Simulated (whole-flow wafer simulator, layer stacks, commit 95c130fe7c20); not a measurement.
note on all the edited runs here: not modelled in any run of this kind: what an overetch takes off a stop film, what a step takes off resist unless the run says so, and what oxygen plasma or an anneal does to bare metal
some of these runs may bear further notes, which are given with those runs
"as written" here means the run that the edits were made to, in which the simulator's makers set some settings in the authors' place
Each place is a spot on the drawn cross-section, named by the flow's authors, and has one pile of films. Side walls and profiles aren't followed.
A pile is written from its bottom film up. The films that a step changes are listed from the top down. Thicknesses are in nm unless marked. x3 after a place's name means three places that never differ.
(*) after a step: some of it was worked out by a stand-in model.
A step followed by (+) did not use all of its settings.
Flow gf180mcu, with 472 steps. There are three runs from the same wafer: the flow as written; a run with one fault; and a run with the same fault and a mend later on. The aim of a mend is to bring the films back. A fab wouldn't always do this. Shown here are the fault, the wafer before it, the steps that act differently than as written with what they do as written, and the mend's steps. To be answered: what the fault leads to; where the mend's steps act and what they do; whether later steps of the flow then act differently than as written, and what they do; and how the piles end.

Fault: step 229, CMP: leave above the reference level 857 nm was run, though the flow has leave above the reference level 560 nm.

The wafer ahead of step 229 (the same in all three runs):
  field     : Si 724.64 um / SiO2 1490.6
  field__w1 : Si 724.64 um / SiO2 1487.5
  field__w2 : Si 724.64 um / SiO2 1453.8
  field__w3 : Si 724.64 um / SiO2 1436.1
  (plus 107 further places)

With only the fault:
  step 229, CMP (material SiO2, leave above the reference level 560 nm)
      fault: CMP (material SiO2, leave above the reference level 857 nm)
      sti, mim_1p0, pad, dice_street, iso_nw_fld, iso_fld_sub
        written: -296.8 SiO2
        fault: nothing
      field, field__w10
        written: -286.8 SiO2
        fault: nothing
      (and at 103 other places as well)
  Steps further on in the flow that do not act as written (4 other steps are not shown; they differ only slightly, by no more than 2% or 0.5 nm, whichever is larger):
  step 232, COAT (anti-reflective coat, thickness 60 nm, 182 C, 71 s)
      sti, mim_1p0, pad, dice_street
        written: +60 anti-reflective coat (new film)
        fault: +50.3 anti-reflective coat (new film)
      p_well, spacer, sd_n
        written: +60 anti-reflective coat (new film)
        fault: +50.1 anti-reflective coat (new film)
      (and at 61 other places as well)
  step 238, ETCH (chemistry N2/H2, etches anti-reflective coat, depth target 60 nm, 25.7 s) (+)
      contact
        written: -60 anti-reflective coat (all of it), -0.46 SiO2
        fault: -64.1 anti-reflective coat (all of it), -0.36 SiO2
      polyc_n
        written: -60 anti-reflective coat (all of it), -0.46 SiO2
        fault: -53.5 anti-reflective coat (all of it), -0.63 SiO2
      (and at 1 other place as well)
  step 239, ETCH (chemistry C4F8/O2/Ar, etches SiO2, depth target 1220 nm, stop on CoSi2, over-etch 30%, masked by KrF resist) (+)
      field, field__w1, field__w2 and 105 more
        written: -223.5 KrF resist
        fault: -244 KrF resist
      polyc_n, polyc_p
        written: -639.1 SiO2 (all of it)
        fault: -935.9 SiO2 (all of it)
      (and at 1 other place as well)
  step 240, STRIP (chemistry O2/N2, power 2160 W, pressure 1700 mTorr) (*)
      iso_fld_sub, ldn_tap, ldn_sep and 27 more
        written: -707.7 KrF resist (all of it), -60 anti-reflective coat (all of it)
        fault: -687.2 KrF resist (all of it), -60 anti-reflective coat (all of it)
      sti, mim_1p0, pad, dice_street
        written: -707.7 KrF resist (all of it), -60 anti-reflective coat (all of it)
        fault: -689.6 KrF resist (all of it), -50.3 anti-reflective coat (all of it)
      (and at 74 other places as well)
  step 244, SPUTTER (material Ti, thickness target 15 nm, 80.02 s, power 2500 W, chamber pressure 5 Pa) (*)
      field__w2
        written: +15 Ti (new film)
        fault: +14.1 Ti (new film)
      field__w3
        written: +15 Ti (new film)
        fault: +14.2 Ti (new film)
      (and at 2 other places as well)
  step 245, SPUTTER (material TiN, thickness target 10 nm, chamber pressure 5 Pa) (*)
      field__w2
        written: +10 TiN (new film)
        fault: +9.35 TiN (new film)
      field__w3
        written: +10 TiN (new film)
        fault: +9.48 TiN (new film)
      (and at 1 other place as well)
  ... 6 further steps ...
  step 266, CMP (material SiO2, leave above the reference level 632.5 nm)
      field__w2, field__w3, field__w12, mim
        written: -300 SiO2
        fault: -287.7 SiO2
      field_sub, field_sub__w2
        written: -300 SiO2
        fault: -271 SiO2
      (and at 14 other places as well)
  By the end, the piles at field, field__w1, field__w2 and 109 more depart from the flow's by more than 2% or 0.5 nm, whichever is larger.
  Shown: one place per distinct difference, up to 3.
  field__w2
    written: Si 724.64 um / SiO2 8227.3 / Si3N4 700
    fault: Si 724.64 um / SiO2 1450.4 / Ti 14.1 / TiN 9.35 / W 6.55 / SiO2 7042.5 / Si3N4 700
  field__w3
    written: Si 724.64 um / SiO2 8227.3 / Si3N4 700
    fault: Si 724.64 um / SiO2 1432.6 / Ti 14.2 / TiN 9.48 / W 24 / SiO2 7042.5 / Si3N4 700
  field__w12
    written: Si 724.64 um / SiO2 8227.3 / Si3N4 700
    fault: Si 724.64 um / SiO2 1432.4 / Ti 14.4 / TiN 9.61 / W 23.9 / SiO2 7042.5 / Si3N4 700

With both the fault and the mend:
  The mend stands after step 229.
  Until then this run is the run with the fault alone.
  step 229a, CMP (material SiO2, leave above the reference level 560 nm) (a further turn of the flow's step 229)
      field__w5, field__w9, field__w13 and 70 more
        -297 SiO2
      sti, mim_1p0, pad, dice_street, iso_nw_fld, iso_fld_sub
        -296.8 SiO2
      field, field__w10
        -286.8 SiO2
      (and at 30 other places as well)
  Later steps of the flow that are run all act as written at every place that is followed.
  By the end, the piles equal the flow's at every place that both follow.
